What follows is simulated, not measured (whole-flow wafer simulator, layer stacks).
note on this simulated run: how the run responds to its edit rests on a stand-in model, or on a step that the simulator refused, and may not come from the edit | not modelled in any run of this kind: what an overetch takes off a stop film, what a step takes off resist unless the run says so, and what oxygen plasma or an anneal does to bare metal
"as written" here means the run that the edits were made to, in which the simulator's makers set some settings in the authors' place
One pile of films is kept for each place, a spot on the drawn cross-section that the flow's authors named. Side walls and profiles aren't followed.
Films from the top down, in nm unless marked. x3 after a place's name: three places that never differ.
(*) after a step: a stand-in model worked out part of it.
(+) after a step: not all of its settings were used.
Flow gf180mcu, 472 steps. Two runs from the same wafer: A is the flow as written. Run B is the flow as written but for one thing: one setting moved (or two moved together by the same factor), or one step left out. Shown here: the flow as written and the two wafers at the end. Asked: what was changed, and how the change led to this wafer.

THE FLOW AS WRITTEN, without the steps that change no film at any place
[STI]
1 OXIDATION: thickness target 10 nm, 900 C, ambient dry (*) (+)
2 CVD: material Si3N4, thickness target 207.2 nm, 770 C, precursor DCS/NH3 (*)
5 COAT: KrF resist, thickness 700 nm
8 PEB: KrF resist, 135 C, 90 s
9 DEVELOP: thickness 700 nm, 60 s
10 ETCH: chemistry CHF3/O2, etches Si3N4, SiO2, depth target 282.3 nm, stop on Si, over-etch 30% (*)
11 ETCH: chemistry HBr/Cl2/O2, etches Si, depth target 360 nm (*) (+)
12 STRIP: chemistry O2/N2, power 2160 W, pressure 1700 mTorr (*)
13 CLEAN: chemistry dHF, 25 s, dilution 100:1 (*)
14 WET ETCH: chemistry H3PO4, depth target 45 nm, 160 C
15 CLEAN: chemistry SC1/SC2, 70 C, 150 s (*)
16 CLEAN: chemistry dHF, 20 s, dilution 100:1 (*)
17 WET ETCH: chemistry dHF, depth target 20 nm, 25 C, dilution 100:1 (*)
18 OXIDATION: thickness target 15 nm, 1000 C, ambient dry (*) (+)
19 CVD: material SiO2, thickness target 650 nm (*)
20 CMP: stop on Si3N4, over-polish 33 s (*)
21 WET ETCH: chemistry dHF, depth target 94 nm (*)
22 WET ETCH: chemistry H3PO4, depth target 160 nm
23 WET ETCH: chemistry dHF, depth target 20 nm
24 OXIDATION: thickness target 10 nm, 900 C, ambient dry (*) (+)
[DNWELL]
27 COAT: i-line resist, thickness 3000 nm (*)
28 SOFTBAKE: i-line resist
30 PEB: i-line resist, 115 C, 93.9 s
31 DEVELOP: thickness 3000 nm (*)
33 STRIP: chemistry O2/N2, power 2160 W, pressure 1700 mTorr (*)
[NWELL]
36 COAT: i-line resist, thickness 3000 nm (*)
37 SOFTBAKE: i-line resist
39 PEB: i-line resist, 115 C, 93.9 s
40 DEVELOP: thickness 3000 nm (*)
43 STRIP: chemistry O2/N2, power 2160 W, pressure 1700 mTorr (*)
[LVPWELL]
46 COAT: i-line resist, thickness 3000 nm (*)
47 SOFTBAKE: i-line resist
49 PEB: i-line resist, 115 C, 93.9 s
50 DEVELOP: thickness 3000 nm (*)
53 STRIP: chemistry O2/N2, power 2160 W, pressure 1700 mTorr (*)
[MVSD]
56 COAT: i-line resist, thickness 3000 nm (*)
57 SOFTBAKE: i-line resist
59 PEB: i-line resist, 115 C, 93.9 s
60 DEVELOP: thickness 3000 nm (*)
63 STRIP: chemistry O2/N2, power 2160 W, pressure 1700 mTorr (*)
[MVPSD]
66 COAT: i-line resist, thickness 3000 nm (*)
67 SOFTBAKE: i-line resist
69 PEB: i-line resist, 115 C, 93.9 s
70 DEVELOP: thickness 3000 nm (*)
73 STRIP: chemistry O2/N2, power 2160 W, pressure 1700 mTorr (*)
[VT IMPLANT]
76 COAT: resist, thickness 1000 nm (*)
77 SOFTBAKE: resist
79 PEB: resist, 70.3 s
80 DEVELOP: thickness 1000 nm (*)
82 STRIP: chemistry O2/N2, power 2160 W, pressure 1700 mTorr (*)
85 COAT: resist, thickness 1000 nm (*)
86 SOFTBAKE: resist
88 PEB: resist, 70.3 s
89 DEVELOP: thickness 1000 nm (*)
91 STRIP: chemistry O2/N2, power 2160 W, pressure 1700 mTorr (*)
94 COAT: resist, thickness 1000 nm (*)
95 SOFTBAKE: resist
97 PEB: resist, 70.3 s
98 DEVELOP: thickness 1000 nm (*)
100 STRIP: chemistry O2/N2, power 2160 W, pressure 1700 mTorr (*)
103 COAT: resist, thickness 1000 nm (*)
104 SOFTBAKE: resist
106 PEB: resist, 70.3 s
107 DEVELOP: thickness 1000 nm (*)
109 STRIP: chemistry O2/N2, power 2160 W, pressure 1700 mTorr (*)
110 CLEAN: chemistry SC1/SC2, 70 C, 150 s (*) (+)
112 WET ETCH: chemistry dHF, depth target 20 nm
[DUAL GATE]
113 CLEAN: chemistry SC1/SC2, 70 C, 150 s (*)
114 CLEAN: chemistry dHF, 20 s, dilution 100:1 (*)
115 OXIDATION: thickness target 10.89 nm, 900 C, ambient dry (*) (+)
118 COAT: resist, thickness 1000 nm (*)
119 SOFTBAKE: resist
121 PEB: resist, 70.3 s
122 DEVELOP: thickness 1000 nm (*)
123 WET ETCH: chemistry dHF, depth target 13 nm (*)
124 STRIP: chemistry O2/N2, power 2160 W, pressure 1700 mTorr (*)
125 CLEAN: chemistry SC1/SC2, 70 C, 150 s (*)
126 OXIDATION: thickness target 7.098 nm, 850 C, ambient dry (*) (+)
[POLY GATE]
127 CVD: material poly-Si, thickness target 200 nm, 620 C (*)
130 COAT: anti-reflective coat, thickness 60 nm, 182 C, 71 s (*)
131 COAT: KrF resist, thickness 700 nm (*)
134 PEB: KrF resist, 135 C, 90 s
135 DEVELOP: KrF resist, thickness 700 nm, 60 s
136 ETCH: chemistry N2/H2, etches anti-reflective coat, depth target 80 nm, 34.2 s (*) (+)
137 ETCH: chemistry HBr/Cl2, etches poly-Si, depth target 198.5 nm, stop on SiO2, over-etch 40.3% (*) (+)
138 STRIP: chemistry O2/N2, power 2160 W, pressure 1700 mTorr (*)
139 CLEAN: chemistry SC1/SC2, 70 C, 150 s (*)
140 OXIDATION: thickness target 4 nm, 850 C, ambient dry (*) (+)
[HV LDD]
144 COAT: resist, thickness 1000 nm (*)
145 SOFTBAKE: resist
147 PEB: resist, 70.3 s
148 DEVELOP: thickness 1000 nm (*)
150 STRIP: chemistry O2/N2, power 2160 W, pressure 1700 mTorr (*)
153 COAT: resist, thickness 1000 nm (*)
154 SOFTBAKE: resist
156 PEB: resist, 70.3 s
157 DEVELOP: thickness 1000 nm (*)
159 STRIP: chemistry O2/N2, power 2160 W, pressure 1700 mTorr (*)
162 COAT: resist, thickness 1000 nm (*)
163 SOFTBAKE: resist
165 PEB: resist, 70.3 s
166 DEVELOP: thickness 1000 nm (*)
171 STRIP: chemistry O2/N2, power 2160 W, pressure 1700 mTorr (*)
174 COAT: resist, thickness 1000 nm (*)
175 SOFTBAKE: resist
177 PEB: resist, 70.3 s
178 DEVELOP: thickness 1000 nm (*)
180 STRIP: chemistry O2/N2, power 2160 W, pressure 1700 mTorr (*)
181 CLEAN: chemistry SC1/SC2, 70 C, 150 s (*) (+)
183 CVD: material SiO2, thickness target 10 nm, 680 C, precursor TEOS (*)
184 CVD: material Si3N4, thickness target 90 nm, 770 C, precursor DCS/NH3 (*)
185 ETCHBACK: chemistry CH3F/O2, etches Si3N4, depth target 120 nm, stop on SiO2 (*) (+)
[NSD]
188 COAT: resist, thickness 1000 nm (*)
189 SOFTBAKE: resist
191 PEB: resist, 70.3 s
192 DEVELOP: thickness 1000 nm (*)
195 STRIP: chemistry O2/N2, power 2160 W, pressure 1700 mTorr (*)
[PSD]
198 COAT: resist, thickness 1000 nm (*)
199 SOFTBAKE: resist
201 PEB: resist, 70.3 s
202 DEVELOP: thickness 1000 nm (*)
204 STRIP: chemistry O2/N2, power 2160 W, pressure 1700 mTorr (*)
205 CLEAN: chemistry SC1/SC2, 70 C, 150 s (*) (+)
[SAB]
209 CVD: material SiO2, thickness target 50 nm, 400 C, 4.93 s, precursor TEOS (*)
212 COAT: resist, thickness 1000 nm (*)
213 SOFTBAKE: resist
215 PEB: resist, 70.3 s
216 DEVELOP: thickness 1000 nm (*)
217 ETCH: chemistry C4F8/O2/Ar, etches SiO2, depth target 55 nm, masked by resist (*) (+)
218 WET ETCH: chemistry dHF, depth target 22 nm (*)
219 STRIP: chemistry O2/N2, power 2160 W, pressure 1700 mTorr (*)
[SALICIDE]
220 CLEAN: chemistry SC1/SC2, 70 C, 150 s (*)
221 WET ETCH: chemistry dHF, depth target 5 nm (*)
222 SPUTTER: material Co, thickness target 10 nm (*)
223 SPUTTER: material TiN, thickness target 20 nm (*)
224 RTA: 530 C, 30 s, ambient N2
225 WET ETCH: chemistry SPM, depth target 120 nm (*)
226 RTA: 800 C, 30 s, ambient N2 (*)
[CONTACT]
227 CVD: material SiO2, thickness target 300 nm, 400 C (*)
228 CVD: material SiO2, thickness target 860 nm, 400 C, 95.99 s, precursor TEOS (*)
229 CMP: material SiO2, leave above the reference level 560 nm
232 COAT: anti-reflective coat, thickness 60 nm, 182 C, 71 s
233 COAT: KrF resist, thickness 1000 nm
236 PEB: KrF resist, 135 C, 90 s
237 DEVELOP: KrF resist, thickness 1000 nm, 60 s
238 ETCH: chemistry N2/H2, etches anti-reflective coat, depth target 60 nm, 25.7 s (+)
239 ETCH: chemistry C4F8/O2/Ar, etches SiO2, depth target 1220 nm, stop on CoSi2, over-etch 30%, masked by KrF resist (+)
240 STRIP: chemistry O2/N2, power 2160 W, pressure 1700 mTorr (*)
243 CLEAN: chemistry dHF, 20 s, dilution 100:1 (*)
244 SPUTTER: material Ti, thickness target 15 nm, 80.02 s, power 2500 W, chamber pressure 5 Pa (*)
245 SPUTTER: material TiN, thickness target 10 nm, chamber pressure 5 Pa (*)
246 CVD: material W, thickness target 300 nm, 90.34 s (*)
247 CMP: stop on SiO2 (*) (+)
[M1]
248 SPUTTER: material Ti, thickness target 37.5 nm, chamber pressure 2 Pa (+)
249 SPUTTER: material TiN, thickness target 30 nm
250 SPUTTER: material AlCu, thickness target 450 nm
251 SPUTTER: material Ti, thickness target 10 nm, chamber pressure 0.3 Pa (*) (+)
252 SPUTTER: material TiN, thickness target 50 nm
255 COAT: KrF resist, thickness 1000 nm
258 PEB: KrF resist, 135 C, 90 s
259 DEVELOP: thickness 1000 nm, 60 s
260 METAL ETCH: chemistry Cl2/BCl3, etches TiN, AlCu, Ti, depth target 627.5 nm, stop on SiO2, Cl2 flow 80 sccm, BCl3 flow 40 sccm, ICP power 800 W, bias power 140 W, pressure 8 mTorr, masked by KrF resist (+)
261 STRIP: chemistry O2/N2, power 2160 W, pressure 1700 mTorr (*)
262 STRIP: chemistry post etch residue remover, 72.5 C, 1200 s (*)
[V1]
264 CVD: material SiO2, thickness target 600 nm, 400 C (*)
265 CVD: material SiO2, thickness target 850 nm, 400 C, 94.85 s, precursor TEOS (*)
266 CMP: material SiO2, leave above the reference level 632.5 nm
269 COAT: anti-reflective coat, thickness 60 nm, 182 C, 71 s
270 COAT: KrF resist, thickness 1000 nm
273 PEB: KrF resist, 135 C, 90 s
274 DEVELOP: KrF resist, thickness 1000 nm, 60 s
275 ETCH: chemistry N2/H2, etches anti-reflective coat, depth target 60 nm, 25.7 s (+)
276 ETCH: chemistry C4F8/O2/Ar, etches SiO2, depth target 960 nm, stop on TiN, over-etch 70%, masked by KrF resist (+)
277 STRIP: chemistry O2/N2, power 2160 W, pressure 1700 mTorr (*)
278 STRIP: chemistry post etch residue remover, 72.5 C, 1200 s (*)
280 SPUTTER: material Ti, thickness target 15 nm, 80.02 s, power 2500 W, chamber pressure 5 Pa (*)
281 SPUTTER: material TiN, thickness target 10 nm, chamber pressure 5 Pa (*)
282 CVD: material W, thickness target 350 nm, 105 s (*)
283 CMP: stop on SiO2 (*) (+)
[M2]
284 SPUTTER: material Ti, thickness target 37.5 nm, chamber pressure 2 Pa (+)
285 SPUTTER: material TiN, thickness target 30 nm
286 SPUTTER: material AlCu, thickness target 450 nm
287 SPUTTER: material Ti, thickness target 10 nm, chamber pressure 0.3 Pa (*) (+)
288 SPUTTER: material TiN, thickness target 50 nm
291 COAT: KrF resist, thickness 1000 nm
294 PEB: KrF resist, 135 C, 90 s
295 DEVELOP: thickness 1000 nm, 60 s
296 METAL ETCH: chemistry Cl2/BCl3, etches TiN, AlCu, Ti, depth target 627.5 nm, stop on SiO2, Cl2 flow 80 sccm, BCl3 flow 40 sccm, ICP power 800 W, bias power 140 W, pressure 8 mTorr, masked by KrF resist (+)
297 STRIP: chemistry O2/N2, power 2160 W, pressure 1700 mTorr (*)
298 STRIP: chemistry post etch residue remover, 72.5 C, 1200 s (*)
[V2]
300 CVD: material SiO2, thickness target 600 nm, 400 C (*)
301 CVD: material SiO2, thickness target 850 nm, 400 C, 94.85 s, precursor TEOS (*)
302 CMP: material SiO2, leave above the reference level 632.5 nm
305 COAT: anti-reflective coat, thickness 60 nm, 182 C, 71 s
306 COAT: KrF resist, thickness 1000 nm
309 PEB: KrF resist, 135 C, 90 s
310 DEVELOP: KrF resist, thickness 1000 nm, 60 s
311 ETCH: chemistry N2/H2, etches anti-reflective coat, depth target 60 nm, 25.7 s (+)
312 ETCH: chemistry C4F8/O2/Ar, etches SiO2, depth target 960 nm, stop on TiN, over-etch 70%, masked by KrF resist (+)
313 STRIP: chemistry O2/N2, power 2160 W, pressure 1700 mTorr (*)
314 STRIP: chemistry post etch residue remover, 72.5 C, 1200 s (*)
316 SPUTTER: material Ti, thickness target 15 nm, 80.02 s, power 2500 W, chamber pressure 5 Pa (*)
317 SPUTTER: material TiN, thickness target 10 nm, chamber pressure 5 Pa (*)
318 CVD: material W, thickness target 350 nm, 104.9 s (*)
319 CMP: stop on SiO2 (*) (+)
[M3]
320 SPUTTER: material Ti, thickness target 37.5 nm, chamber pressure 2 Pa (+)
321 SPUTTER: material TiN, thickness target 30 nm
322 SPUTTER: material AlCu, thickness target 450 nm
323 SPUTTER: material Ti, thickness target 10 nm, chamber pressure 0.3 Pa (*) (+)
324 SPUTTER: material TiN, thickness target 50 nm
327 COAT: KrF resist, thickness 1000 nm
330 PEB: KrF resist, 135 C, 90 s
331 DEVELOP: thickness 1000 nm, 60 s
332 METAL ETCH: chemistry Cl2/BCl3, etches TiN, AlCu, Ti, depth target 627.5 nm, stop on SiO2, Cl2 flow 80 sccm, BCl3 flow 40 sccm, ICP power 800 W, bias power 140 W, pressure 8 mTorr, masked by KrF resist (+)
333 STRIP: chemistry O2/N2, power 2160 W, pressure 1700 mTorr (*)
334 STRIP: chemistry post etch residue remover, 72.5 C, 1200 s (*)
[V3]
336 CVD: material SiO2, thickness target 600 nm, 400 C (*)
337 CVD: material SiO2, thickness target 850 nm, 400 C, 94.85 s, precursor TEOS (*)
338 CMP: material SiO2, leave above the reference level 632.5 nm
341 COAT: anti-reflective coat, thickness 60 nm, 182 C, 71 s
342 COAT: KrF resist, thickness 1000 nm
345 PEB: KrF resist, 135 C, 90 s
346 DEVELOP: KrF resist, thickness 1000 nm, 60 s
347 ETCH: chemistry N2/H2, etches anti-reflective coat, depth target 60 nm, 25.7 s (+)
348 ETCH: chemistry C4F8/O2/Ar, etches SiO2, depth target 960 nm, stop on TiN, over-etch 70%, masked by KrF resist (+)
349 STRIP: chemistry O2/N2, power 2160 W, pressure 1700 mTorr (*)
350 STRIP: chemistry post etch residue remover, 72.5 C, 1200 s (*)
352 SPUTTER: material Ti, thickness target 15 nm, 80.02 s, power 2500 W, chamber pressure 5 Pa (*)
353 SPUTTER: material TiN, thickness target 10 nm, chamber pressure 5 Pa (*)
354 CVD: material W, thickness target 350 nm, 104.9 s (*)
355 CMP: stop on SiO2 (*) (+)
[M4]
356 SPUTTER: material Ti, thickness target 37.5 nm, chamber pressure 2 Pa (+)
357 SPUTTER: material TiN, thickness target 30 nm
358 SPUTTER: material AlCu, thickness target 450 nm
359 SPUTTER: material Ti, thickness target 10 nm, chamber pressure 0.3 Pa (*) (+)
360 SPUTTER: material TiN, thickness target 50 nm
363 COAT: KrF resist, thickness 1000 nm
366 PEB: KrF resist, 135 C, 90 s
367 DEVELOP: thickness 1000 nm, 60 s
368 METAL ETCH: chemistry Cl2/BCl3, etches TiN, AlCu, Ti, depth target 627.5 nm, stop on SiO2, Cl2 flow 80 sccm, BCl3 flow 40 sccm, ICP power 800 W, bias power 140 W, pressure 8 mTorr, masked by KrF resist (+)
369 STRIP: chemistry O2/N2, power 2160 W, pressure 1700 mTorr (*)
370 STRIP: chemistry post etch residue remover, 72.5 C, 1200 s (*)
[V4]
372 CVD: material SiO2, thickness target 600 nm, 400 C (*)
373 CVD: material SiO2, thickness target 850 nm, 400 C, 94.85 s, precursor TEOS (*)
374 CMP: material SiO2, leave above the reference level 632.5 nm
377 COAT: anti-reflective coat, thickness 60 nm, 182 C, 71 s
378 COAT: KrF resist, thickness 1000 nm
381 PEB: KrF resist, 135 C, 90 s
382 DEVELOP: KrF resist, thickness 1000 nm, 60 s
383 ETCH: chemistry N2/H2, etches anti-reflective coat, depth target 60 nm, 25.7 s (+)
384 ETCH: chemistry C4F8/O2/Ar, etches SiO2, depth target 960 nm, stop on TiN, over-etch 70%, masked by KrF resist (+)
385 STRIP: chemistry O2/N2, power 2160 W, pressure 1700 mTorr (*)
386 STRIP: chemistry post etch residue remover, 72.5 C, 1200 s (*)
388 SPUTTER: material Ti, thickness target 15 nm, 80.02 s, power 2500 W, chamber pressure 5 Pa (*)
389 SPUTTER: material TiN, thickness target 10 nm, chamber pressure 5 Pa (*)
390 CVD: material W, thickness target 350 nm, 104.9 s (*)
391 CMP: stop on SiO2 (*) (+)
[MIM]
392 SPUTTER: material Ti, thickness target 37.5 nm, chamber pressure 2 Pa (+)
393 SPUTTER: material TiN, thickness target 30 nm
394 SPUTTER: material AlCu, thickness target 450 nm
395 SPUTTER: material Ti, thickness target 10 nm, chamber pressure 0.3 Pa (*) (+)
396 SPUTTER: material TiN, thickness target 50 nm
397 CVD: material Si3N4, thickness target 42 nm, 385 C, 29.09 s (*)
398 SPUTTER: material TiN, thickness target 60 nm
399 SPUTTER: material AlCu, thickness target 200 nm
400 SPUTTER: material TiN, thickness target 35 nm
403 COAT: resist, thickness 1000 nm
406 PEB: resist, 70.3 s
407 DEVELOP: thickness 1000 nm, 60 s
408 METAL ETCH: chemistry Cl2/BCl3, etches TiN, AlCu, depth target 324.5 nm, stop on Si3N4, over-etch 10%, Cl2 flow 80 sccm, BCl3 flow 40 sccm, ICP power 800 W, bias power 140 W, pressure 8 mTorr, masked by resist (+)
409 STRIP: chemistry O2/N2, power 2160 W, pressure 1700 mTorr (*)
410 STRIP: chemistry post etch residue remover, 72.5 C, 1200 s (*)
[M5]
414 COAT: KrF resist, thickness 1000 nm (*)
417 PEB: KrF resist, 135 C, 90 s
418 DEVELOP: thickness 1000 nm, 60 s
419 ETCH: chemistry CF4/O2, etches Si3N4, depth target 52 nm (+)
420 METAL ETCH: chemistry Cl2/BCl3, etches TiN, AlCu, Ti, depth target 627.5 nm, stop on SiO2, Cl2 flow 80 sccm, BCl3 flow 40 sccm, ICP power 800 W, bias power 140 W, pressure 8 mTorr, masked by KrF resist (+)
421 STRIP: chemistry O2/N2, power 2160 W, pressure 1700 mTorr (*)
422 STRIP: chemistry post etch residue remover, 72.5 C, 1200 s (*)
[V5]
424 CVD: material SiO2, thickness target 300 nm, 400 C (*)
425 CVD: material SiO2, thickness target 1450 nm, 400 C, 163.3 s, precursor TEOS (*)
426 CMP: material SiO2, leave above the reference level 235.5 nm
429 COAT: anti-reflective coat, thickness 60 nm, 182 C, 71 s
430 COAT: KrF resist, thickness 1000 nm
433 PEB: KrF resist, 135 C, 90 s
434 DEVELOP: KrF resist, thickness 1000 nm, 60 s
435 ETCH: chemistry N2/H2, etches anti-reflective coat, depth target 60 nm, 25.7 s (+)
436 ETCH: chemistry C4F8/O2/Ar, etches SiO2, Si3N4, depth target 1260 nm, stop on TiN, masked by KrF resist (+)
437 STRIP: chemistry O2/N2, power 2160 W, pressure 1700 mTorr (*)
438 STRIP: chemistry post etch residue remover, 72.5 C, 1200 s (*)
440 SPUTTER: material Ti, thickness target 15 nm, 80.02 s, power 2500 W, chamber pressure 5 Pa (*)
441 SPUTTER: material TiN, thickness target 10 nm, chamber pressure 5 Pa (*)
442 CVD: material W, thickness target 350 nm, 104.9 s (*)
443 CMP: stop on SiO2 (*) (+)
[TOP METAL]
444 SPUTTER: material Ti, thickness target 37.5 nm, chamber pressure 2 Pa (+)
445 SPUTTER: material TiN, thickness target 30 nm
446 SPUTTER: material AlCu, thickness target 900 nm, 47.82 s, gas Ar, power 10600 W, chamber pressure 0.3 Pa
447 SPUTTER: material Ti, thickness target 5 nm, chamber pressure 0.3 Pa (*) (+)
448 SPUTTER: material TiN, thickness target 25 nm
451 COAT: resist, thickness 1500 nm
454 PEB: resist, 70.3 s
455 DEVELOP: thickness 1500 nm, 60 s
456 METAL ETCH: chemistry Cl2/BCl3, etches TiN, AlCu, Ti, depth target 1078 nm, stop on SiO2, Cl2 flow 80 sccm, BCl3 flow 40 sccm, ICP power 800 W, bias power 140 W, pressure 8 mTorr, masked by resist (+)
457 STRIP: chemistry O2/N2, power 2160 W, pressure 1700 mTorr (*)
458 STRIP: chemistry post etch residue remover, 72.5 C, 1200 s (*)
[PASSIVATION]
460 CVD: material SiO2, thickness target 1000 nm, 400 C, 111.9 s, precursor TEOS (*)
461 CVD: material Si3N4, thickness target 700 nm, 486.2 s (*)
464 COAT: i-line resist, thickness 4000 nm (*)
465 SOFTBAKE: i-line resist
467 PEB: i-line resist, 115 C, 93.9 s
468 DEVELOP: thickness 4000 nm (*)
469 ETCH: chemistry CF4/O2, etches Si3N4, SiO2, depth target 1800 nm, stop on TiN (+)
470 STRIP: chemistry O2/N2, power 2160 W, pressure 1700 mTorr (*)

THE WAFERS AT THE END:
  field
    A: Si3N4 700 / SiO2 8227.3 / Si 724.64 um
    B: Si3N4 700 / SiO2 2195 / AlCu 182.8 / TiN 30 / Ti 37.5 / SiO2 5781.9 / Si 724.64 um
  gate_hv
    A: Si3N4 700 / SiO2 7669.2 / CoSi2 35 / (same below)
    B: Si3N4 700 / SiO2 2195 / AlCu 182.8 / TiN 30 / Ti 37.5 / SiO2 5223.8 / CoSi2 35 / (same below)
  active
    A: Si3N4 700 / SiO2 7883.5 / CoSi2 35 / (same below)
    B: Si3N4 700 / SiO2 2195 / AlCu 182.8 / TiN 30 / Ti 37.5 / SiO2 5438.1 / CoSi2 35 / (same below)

The cause: step 420, METAL ETCH: depth target 320 nm was run, where the flow has depth target 627.5 nm.

How the change led to this, step by step:
  420 METAL ETCH: chemistry Cl2/BCl3, etches TiN, AlCu, Ti, depth target 627.5 nm, stop on SiO2, Cl2 flow 80 sccm, BCl3 flow 40 sccm, ICP power 800 W, bias power 140 W, pressure 8 mTorr, masked by KrF resist (+)
      field, field__w1, field__w2 and 101 more: A TiN -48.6 (all of it), Ti -10 (all of it), AlCu -450 (all of it), TiN -30 (all of it), Ti -37.5 (all of it) | B TiN -48.6 (all of it), Ti -10 (all of it), AlCu -261.4
      field__w4, field__w8, contact, m1, m1__w1, mim, mim_1p0, m1_nw: A KrF resist -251 | B KrF resist -128
  421 STRIP: chemistry O2/N2, power 2160 W, pressure 1700 mTorr (*)
      field__w8, m1__w1: A KrF resist -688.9 (all of it) | B KrF resist -811.9 (all of it)
      contact, m1: A KrF resist -689.3 (all of it) | B KrF resist -812.3 (all of it)
      (and at 4 more places)
  422 STRIP: chemistry post etch residue remover, 72.5 C, 1200 s (*)
      field, field__w1, field__w2 and 101 more: A nothing | B AlCu -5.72
  424 CVD: material SiO2, thickness target 300 nm, 400 C (*)
      field, field__w1, field__w2 and 101 more: A SiO2 +300 | B SiO2 +300 (new film)
  426 CMP: material SiO2, leave above the reference level 235.5 nm
      field, field__w1, field__w5 and 92 more: A SiO2 -300.8 | B SiO2 -551.2
      field__w2, field__w3, field__w12 and 6 more: A SiO2 -272.7 | B SiO2 -534.4
Counting metal films that touch as one body, field has 1 body; the flow as written gives 0 bodies.
Counting metal films that touch as one body, gate_hv has 2 bodies (between them, from the top down: SiO2 5223.8); the flow as written gives 1 body.
Counting metal films that touch as one body, active has 2 bodies (between them, from the top down: SiO2 5438.1); the flow as written gives 1 body.
